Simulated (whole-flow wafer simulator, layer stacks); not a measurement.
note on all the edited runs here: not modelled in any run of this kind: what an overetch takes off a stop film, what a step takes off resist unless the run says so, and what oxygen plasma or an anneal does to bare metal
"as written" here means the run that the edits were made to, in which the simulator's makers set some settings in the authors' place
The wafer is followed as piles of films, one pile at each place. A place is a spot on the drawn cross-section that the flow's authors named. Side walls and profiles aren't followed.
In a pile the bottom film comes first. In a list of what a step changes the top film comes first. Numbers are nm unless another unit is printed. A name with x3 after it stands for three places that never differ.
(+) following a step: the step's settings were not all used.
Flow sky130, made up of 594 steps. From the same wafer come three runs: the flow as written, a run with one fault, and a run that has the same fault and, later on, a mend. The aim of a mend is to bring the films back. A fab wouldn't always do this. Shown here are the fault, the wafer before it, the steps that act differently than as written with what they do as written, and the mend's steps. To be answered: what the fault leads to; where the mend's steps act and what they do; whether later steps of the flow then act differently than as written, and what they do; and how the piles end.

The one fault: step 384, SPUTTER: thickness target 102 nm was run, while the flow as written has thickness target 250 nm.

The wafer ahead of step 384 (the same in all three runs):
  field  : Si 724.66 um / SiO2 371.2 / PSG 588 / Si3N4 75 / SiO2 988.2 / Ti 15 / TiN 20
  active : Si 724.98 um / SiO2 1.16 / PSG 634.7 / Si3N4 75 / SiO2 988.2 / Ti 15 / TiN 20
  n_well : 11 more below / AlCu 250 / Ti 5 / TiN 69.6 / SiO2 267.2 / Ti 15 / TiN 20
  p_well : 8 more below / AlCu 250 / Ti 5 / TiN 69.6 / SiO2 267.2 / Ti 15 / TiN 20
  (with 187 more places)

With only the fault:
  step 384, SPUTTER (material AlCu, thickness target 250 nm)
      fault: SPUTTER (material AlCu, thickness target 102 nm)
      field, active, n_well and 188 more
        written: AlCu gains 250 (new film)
        fault: AlCu gains 102 (new film)
  Steps later in the flow that act otherwise than as written (4 other steps are not shown; they differ only slightly, by no more than 2% or 0.5 nm, whichever is larger):
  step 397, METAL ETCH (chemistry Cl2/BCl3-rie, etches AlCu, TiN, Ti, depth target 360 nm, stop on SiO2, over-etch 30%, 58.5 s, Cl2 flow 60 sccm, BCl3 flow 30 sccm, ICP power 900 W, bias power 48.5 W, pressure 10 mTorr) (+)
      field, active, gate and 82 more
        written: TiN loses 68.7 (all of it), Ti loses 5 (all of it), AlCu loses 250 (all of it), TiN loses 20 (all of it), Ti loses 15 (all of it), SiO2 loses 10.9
        fault: TiN loses 68.7 (all of it), Ti loses 5 (all of it), AlCu loses 102 (all of it), TiN loses 20 (all of it), Ti loses 15 (all of it), SiO2 loses 25.7
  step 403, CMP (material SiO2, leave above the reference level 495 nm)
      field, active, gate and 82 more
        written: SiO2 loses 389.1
        fault: SiO2 loses 522.3
  At field, active, n_well and 190 more, the piles at the end differ from the flow's by more than 2% or 0.5 nm, whichever is larger.
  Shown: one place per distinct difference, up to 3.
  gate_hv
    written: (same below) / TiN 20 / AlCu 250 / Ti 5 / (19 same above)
    fault: (same below) / TiN 20 / AlCu 102 / Ti 5 / (19 same above)
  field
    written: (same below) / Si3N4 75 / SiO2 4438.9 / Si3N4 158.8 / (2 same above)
    fault: (same below) / Si3N4 75 / SiO2 4290.9 / Si3N4 158.8 / (2 same above)
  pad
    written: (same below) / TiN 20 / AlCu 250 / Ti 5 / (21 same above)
    fault: (same below) / TiN 20 / AlCu 102 / Ti 5 / (21 same above)

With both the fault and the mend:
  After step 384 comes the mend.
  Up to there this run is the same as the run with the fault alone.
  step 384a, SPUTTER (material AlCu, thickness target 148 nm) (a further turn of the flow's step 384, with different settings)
      field, active, n_well and 188 more
        AlCu gains 148
  Later steps of the flow that are run all act as written at every place that is followed.
  By the end, the piles equal the flow's at every place that both follow.
